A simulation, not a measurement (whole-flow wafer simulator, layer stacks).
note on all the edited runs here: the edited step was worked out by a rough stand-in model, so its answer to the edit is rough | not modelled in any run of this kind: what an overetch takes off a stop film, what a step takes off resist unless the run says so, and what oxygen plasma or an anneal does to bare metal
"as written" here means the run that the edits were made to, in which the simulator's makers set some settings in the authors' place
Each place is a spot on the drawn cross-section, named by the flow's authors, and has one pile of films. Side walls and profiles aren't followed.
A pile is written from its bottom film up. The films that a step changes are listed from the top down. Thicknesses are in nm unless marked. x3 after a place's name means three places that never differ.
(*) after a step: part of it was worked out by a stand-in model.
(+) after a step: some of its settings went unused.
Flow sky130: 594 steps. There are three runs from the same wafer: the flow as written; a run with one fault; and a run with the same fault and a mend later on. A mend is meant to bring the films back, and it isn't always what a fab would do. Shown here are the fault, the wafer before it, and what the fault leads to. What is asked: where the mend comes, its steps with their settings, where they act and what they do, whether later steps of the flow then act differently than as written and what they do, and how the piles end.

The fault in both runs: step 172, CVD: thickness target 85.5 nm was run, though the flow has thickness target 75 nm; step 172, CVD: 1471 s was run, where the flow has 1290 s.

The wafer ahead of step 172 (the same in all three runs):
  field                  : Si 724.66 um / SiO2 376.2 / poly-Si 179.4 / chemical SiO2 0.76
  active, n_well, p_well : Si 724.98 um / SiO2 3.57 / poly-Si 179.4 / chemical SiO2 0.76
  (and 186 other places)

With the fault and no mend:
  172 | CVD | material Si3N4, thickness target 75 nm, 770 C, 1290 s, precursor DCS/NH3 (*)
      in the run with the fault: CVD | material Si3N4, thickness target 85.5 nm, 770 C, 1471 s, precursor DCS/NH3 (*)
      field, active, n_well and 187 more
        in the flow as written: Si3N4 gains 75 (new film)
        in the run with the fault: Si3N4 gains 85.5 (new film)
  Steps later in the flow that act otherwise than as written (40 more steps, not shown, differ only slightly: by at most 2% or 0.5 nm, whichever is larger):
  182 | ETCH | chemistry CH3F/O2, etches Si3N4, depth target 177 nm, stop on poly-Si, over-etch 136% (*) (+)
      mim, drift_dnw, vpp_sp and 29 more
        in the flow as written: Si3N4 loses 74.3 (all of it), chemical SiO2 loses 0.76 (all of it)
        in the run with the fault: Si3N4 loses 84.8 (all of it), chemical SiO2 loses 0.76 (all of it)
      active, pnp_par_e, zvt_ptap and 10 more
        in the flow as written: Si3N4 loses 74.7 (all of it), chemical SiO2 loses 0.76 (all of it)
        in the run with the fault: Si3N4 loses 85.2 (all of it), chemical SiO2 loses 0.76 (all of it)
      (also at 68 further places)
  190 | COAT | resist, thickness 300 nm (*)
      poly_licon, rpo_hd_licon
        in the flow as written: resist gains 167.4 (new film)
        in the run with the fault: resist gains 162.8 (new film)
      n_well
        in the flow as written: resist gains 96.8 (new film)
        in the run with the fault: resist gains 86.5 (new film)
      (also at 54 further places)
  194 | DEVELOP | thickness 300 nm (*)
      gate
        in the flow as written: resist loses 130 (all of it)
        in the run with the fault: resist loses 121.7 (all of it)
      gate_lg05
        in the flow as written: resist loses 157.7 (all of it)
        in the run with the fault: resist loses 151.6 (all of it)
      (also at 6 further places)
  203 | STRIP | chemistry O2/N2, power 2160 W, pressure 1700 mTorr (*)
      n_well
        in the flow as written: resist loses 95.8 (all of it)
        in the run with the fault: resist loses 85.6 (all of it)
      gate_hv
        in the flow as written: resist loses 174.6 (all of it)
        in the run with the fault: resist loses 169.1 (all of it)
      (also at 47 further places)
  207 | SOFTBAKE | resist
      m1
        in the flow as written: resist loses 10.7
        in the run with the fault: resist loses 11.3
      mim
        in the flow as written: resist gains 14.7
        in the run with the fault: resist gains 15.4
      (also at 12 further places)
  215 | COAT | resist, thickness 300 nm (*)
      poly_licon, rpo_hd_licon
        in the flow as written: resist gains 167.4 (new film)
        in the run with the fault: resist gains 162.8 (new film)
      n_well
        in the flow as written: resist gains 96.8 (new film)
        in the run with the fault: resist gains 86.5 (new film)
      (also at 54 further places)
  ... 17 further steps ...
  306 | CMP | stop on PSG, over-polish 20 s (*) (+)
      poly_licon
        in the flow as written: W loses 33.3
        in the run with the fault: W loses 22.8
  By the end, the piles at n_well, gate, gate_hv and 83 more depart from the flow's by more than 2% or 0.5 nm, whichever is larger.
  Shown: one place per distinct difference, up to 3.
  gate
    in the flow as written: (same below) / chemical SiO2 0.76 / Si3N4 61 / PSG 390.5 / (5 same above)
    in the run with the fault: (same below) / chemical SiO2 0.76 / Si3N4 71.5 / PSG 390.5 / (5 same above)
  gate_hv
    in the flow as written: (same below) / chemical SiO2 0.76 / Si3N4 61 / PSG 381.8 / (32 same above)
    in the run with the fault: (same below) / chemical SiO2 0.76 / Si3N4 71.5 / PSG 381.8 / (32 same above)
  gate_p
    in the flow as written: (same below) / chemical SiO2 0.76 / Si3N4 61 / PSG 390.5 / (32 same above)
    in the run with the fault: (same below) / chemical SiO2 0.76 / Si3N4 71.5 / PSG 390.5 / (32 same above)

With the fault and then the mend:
  The mend follows step 180.
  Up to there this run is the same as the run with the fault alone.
  180a | STRIP | chemistry O2/N2, power 2160 W, pressure 1700 mTorr (*)
      vpp_iso1, m1_ln, vpp_m3ln, vpp_m4ln, dep_dnw_sti, iso_dnw_wall, de16_nwb_sti
        anti-reflective coat loses 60 (all of it)
      p_well, sd_n, sd_p, contact
        anti-reflective coat loses 105.5 (all of it)
      mim_edge_plate_strap, mim_edge_plate, mim_edge_gap, mim_edge_gap_sheet
        anti-reflective coat loses 55.4 (all of it)
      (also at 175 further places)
  180b | WET ETCH | chemistry H3PO4, depth target 10.5 nm, 160 C (the flow's step 15, run once more with other settings)
      field, active, n_well and 187 more
        Si3N4 loses 10.5
  180c | HMDS | 120 C, 60 s (the flow's step 174, run once more)
      does not change any film at any place that is followed
  180d | COAT | anti-reflective coat, thickness 60 nm, 182 C, 71 s (*) (the flow's step 175, run once more)
      dice_street, vpp_iso1, m1_ln and 6 more
        anti-reflective coat gains 60 (new film)
      p_well, sd_n, sd_p, contact
        anti-reflective coat gains 105.5 (new film)
      mim_edge_plate_strap, mim_edge_plate, mim_edge_gap, mim_edge_gap_sheet
        anti-reflective coat gains 55.4 (new film)
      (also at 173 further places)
  180e | COAT | KrF resist, thickness 450 nm (*) (the flow's step 176, run once more)
      n_well, p_well, sd_n and 7 more
        KrF resist gains 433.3 (new film)
      dice_street, dep_dnw_sti, iso_dnw_wall, gate_p_sd, grade_field_poly, de16_nwb_sti
        KrF resist gains 450 (new film)
      mim, rpm_encl_psd_hv, rxpo_ln, rxpo_wd
        KrF resist gains 445.5 (new film)
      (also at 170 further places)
  180f | SOFTBAKE | KrF resist (the flow's step 177, run once more)
      does not change any film at any place that is followed
  180g | EXPOSE | photomask P1M, dose 22.8 mJ/cm2, NA 0.68, wavelength 248 nm (the flow's step 178, run once more)
      does not change any film at any place that is followed
  180h | PEB | KrF resist (the flow's step 179, run once more)
      gate_hv, m1, sonos_cell and 65 more
        KrF resist loses 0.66
      field, active, gate and 60 more
        KrF resist loses 0.65
      spacer, nwell_res, pplus_nw and 18 more
        KrF resist loses 0.67
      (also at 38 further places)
  180i | DEVELOP | KrF resist, thickness 450 nm, 60 s (the flow's step 180, run once more)
      n_well, gate, gate_hv and 74 more
        KrF resist loses 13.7
      p_well, sd_n, sd_p, contact, mim_edge_plate_strap, mim_edge_plate, mim_edge_gap, mim_edge_gap_sheet
        KrF resist loses 432.7 (all of it)
      vpp_sp, vpp_m3ln, vpp_m4ln, m5_stack_ln
        KrF resist loses 449 (all of it)
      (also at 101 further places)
  Later steps of the flow that are run all act as written at every place that is followed, up to a difference of at most 2% or 0.5 nm, whichever is larger.
  The piles end the same as the flow's at every place that both follow.
